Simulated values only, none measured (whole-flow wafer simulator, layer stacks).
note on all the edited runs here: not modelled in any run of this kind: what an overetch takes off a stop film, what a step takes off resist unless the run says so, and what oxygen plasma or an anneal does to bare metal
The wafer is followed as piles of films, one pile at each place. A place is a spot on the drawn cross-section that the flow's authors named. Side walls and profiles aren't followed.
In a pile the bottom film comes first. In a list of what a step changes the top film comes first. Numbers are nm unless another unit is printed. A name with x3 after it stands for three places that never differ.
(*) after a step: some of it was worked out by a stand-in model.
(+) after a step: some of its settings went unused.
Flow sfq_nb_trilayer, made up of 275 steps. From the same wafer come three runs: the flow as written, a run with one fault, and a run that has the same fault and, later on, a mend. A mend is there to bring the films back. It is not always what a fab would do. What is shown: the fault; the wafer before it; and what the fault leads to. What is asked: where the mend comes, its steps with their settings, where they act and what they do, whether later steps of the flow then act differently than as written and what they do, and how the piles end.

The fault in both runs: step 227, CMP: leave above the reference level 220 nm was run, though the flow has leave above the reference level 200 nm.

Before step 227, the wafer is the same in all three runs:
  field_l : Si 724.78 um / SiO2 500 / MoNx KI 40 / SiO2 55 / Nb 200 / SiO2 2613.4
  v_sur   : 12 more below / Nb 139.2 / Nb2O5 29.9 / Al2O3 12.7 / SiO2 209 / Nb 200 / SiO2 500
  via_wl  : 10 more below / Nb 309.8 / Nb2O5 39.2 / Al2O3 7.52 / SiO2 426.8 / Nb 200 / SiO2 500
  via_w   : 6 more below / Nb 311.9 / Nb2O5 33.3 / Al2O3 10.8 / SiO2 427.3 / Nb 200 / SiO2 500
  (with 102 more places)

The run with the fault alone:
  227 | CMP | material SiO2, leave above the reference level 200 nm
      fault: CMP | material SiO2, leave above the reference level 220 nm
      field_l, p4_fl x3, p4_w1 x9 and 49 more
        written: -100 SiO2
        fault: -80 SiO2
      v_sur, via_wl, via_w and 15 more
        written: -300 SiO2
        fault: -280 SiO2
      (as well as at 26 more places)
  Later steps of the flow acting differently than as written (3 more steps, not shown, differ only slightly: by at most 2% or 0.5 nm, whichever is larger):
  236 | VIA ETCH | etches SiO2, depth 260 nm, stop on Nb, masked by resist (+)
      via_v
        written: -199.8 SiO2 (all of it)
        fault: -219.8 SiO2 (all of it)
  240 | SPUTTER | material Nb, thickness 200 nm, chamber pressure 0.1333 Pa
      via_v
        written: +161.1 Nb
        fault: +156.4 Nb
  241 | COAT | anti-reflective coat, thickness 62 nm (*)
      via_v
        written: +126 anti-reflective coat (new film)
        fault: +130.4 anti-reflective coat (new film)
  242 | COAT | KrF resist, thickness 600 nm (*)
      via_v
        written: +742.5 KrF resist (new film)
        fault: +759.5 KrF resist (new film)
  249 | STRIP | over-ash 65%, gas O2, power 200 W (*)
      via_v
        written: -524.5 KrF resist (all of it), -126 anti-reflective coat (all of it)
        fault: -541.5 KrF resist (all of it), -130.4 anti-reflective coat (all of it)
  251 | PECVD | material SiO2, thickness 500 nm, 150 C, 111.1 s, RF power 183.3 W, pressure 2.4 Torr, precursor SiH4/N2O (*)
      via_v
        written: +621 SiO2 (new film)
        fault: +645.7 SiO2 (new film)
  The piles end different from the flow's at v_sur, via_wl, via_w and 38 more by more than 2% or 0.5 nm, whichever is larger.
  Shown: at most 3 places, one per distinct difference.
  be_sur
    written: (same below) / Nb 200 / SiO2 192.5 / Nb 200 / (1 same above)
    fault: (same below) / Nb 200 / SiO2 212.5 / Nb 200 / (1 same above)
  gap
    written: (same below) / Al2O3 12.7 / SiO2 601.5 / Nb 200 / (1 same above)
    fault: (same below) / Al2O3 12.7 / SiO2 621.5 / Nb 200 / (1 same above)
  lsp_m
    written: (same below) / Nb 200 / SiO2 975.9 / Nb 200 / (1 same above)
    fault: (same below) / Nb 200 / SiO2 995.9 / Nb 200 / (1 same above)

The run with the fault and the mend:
  The mend stands after step 228.
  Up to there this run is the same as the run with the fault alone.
  228a | CMP | material SiO2, leave above the reference level 200 nm (the flow's step 227 again)
      field_l, v_sur, via_wl and 103 more
        -20 SiO2
  Every later step of the flow that is run acts as written at every place that is followed.
  By the end, the piles equal the flow's at every place that both follow.
